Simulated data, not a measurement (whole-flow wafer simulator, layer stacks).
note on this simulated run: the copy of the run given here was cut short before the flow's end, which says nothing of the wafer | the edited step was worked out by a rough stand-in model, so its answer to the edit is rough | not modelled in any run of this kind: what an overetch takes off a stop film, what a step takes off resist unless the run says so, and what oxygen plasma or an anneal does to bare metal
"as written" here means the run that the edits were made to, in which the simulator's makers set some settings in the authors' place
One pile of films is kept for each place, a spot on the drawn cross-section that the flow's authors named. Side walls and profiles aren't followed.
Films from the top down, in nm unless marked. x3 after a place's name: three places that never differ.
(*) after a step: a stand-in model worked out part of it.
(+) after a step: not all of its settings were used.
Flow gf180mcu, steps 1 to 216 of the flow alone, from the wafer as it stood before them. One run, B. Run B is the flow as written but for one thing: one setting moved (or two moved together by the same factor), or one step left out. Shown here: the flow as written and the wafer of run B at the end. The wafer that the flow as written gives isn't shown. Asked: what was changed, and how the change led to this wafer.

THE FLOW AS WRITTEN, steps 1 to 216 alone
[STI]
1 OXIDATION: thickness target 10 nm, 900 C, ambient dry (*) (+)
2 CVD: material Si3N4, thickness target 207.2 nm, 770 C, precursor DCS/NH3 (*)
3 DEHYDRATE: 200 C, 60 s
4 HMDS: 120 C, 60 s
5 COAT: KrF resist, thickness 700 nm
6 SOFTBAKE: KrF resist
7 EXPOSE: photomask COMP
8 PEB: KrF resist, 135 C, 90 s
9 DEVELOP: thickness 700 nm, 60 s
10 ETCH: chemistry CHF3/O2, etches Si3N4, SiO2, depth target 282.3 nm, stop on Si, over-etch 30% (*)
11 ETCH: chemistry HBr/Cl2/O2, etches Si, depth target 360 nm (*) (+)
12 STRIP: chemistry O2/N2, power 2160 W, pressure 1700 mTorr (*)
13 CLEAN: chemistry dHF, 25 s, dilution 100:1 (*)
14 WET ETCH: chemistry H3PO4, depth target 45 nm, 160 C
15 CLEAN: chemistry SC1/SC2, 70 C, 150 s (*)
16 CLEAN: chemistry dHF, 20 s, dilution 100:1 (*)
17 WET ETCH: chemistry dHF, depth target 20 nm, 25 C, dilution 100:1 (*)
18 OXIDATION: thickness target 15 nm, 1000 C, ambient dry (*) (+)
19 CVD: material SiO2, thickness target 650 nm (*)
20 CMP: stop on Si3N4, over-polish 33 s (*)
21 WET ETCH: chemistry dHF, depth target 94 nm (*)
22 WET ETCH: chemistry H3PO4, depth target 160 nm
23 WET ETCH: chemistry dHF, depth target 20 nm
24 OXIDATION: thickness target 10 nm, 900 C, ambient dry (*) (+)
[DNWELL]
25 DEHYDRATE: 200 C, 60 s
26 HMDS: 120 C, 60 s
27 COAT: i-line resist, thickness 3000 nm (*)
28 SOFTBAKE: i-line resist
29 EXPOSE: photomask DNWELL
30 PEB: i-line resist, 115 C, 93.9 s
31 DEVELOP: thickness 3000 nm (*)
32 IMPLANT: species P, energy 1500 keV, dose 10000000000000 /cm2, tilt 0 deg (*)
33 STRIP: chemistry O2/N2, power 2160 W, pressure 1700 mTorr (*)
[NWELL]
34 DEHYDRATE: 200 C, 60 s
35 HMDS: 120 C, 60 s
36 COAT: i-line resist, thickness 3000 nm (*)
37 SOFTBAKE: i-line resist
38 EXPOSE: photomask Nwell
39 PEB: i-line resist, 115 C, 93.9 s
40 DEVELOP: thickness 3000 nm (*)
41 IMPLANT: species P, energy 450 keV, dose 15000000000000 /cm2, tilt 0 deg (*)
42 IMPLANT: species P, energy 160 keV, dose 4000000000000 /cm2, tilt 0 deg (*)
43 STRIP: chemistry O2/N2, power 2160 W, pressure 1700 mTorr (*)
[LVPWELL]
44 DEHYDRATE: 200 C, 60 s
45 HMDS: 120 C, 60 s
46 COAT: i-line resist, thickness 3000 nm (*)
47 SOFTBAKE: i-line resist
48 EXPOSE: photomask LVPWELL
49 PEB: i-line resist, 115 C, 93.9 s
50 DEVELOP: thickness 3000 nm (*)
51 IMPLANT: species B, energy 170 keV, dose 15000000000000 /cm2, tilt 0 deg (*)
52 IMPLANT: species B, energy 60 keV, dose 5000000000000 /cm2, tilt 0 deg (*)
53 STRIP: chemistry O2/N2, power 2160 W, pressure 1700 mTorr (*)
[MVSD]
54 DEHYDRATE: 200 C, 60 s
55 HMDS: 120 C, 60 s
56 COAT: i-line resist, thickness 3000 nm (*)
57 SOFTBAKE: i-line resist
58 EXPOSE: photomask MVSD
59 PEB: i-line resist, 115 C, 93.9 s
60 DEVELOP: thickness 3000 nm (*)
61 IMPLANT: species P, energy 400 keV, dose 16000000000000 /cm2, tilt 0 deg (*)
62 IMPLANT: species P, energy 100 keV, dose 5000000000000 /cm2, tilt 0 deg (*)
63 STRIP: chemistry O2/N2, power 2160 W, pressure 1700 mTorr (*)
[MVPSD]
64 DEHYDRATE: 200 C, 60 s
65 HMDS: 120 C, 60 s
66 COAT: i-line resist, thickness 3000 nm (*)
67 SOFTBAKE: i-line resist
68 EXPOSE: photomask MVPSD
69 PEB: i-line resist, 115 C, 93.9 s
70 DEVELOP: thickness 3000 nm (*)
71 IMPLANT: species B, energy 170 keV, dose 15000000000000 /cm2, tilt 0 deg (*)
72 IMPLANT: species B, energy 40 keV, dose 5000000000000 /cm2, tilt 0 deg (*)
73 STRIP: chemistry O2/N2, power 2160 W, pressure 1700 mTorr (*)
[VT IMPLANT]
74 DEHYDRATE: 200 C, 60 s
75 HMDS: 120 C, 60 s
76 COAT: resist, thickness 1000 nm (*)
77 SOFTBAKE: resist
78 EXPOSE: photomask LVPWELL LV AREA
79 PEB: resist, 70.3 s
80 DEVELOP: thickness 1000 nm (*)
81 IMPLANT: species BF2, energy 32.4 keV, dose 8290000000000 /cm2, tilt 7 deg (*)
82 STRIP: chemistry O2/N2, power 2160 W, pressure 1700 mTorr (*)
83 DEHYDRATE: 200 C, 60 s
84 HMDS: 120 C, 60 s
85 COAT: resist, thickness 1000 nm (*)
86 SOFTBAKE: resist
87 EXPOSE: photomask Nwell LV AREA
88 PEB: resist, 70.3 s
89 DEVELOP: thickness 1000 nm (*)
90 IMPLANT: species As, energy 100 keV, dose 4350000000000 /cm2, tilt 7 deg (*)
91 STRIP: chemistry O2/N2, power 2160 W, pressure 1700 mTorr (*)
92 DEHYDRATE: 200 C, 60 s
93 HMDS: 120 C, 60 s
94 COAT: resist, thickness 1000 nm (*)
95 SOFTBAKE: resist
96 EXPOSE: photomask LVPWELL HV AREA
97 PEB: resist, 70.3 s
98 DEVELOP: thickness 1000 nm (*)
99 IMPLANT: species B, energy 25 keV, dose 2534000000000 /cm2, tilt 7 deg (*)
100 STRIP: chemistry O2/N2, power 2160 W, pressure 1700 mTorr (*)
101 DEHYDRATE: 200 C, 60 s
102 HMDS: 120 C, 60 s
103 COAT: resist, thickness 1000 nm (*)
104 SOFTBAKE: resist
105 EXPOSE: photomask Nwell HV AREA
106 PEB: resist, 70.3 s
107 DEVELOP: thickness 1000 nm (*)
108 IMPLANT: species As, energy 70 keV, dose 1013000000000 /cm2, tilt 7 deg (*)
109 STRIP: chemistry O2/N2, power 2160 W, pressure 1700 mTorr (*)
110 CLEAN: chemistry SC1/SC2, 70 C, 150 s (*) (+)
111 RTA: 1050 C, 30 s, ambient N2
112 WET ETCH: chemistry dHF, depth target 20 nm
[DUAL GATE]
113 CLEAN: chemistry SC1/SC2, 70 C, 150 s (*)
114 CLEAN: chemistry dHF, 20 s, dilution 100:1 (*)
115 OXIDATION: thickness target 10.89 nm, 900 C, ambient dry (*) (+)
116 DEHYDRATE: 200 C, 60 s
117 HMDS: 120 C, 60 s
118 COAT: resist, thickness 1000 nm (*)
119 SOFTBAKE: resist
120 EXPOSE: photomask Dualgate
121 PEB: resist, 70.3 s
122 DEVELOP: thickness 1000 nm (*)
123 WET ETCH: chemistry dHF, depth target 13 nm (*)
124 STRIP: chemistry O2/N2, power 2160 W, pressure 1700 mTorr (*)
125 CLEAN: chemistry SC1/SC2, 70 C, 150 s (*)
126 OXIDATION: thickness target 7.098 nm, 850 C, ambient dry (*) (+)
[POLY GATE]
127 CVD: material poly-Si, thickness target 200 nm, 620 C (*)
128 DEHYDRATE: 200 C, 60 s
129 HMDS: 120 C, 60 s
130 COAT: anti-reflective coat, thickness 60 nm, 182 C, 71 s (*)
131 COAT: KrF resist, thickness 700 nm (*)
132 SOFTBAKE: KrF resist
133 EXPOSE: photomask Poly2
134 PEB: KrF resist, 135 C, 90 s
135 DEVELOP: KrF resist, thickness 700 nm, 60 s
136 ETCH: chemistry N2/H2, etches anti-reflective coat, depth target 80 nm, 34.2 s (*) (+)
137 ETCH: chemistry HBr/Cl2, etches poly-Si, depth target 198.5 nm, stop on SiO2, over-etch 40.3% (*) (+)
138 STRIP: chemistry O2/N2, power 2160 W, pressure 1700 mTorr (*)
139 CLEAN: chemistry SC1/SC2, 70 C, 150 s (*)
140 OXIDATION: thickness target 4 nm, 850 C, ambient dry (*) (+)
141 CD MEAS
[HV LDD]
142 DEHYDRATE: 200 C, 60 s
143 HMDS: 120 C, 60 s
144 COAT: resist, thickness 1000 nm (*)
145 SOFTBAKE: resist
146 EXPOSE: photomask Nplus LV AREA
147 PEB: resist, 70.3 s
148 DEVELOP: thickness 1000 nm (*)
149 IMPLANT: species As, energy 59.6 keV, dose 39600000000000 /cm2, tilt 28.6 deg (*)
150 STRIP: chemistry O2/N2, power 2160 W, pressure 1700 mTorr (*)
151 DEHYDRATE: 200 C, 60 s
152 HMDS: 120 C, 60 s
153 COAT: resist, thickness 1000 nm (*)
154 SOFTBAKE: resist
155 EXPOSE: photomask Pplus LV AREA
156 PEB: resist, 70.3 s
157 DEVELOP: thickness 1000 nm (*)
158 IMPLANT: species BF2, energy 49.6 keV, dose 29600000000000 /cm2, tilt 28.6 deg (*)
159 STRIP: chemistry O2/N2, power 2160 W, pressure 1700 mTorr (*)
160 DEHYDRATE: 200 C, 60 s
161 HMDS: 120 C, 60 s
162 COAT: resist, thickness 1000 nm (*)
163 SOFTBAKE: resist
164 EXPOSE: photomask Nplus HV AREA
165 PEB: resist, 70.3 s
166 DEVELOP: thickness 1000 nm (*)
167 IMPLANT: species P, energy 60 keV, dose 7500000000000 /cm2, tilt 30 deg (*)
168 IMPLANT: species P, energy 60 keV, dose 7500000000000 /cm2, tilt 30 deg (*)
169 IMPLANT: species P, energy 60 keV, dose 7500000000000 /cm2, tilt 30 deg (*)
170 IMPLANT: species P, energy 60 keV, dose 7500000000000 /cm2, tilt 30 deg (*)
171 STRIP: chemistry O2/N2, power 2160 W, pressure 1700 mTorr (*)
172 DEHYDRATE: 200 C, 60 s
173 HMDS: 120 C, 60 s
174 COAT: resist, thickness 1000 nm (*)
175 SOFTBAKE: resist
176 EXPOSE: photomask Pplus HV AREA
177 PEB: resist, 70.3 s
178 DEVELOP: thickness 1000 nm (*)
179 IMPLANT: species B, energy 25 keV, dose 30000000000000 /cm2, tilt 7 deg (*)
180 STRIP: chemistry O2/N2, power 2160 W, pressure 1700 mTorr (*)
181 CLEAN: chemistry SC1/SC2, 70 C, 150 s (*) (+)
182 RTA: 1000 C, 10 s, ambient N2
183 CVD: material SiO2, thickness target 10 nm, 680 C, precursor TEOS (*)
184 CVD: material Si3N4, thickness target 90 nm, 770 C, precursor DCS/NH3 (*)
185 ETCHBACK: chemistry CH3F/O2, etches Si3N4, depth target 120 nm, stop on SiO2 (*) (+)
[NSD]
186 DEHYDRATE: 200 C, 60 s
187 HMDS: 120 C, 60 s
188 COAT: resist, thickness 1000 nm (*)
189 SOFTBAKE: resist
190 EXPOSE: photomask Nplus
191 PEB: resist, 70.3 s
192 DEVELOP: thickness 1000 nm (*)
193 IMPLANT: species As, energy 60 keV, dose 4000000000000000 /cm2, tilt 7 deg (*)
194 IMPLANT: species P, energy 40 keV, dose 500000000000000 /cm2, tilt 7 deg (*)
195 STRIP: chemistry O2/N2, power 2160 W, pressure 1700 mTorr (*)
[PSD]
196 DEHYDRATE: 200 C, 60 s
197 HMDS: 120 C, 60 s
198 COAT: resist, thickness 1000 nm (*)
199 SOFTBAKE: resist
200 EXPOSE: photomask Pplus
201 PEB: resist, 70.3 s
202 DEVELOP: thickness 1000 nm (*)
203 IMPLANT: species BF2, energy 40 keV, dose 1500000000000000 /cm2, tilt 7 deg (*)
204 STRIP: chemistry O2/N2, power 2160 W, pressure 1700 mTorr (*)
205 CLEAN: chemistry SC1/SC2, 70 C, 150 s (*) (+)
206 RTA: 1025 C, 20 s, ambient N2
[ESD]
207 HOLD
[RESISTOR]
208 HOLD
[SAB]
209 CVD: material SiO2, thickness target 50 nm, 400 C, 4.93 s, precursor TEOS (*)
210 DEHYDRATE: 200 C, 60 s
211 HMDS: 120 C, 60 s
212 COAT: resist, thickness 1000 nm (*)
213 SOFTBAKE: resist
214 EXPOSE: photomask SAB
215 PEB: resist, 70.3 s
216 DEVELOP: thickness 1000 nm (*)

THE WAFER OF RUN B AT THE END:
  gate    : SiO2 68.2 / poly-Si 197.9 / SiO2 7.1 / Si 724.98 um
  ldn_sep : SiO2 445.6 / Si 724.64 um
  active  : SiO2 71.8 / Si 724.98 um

The cause: step 209, CVD: thickness target 58 nm was run, where the flow has thickness target 50 nm; step 209, CVD: 5.719 s was run, where the flow has 4.93 s.

How the change led to this, step by step:
  209 CVD: material SiO2, thickness target 50 nm, 400 C, 4.93 s, precursor TEOS (*)
      field, field__w7, field__w8 and 73 more: SiO2 +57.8 (as written it would be: SiO2 +50)
      field_sub__w1, field_sub__w3, field_sub__w4, field_sub__w5, ld_drift_n, nplus_u: SiO2 +56.5 (as written it would be: SiO2 +48.9)
      (and at 27 more places)
